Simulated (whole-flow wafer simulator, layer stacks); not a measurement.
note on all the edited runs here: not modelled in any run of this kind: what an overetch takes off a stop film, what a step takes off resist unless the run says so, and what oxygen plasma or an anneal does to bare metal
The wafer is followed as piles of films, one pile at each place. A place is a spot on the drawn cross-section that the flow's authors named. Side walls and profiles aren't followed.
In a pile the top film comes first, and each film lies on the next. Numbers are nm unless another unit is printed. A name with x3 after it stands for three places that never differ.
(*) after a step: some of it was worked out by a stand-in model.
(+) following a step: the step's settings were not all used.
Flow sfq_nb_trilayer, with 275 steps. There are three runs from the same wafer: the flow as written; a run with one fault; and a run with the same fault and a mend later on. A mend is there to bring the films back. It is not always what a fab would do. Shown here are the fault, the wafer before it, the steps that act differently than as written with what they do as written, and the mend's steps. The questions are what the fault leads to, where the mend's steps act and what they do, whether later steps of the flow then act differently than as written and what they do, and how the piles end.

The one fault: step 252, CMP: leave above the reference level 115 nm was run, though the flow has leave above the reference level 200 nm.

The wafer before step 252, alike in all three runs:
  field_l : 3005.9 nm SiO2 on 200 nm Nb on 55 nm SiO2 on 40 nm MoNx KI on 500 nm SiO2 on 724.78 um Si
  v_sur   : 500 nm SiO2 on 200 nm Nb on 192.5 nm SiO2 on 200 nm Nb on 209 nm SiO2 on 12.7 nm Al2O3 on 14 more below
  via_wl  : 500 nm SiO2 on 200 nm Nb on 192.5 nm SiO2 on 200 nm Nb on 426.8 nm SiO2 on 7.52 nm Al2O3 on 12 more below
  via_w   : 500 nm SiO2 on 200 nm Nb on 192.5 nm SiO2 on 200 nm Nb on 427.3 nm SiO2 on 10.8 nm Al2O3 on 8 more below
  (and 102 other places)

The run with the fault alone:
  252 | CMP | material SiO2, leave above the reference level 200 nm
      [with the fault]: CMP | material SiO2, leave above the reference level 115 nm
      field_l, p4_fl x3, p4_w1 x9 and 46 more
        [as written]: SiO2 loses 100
        [with the fault]: SiO2 loses 185
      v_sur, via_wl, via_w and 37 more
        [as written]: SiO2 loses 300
        [with the fault]: SiO2 loses 385
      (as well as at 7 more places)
  Later steps of the flow acting differently than as written (2 more steps, not shown, differ only slightly: by at most 2% or 0.5 nm, whichever is larger):
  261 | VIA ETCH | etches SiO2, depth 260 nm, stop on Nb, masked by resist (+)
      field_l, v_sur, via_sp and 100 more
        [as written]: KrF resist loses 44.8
        [with the fault]: KrF resist loses 29.7
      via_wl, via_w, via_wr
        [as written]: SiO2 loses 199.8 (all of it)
        [with the fault]: SiO2 loses 114.8 (all of it)
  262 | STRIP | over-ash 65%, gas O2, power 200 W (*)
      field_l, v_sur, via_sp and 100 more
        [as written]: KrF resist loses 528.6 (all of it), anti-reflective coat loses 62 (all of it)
        [with the fault]: KrF resist loses 543.7 (all of it), anti-reflective coat loses 62 (all of it)
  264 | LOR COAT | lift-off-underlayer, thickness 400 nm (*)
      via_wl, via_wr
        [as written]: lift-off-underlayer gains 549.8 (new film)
        [with the fault]: lift-off-underlayer gains 486.1 (new film)
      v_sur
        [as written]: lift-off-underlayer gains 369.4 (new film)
        [with the fault]: lift-off-underlayer gains 382.4 (new film)
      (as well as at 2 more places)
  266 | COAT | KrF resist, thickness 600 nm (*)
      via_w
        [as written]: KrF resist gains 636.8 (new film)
        [with the fault]: KrF resist gains 621.1 (new film)
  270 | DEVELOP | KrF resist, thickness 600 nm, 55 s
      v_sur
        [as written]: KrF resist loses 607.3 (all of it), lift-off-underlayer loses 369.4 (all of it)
        [with the fault]: KrF resist loses 603.7 (all of it), lift-off-underlayer loses 382.4 (all of it)
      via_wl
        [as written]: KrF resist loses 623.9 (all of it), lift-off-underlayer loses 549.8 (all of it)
        [with the fault]: KrF resist loses 613.2 (all of it), lift-off-underlayer loses 486.1 (all of it)
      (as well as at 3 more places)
  The piles end different from the flow's at field_l, v_sur, via_sp and 100 more by more than 2% or 0.5 nm, whichever is larger.
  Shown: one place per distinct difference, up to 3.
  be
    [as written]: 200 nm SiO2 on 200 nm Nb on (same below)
    [with the fault]: 115 nm SiO2 on 200 nm Nb on (same below)
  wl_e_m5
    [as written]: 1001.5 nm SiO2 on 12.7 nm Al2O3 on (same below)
    [with the fault]: 916.5 nm SiO2 on 12.7 nm Al2O3 on (same below)
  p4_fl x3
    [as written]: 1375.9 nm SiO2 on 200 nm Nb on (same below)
    [with the fault]: 1290.9 nm SiO2 on 200 nm Nb on (same below)

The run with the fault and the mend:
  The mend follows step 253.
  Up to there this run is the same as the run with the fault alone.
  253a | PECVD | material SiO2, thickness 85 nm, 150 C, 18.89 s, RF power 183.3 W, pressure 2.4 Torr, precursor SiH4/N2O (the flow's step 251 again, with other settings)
      field_l, v_sur, via_wl and 103 more
        SiO2 gains 85
  Later steps of the flow that are run all act as written at every place that is followed.
  By the end, the piles equal the flow's at every place that both follow.
